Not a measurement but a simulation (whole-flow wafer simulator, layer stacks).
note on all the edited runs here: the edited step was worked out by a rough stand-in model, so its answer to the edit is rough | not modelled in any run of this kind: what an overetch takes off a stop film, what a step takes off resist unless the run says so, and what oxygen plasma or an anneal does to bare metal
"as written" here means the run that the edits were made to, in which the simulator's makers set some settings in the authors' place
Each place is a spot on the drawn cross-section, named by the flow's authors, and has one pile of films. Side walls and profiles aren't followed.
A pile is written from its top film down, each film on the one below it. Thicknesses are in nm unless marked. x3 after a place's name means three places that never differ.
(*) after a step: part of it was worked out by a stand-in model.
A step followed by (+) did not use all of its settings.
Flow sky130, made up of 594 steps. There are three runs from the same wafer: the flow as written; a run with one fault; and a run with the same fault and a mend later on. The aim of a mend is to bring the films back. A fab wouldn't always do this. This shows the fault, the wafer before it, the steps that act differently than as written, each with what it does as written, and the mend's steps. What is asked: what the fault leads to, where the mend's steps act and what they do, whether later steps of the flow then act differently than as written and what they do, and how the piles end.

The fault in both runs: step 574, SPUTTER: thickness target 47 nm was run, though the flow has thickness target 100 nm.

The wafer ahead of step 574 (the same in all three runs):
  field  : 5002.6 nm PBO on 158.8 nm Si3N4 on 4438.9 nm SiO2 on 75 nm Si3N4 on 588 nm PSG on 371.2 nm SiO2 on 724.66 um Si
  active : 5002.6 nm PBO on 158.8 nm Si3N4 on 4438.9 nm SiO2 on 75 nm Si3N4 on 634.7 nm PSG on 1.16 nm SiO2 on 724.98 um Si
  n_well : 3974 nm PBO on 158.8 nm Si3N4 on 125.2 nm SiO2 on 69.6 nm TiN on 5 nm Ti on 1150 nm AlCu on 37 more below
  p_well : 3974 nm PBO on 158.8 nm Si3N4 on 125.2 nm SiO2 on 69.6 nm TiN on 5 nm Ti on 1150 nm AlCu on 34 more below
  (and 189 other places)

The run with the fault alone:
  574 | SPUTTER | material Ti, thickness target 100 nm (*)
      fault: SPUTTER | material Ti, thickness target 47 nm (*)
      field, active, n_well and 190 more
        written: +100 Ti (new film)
        fault: +47 Ti (new film)
  Steps later in the flow that act otherwise than as written (7 more steps, not shown, differ only slightly: by at most 2% or 0.5 nm, whichever is larger):
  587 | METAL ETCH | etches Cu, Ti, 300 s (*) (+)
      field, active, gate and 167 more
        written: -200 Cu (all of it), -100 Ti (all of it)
        fault: -200 Cu (all of it), -47 Ti (all of it)
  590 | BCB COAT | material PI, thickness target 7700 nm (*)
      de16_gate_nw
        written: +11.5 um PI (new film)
        fault: +11.45 um PI (new film)
  At n_well, p_well, sd_n and 20 more, the piles at the end differ from the flow's by more than 2% or 0.5 nm, whichever is larger.
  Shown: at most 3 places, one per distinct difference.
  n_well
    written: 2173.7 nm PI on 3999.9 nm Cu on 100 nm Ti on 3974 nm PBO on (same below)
    fault: 2208.1 nm PI on 3999.9 nm Cu on 47 nm Ti on 3974 nm PBO on (same below)
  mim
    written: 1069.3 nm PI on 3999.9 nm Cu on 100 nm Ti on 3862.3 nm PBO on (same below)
    fault: 1118.9 nm PI on 3999.9 nm Cu on 47 nm Ti on 3862.3 nm PBO on (same below)
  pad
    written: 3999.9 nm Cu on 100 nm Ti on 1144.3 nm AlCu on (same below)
    fault: 3999.9 nm Cu on 47 nm Ti on 1144.3 nm AlCu on (same below)

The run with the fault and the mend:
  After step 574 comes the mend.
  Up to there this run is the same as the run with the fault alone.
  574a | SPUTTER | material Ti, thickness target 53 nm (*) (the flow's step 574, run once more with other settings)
      field, active, n_well and 190 more
        +53 Ti
  Later steps of the flow that are run all act as written at every place that is followed.
  At every place that both follow, the piles at the end match the flow's.
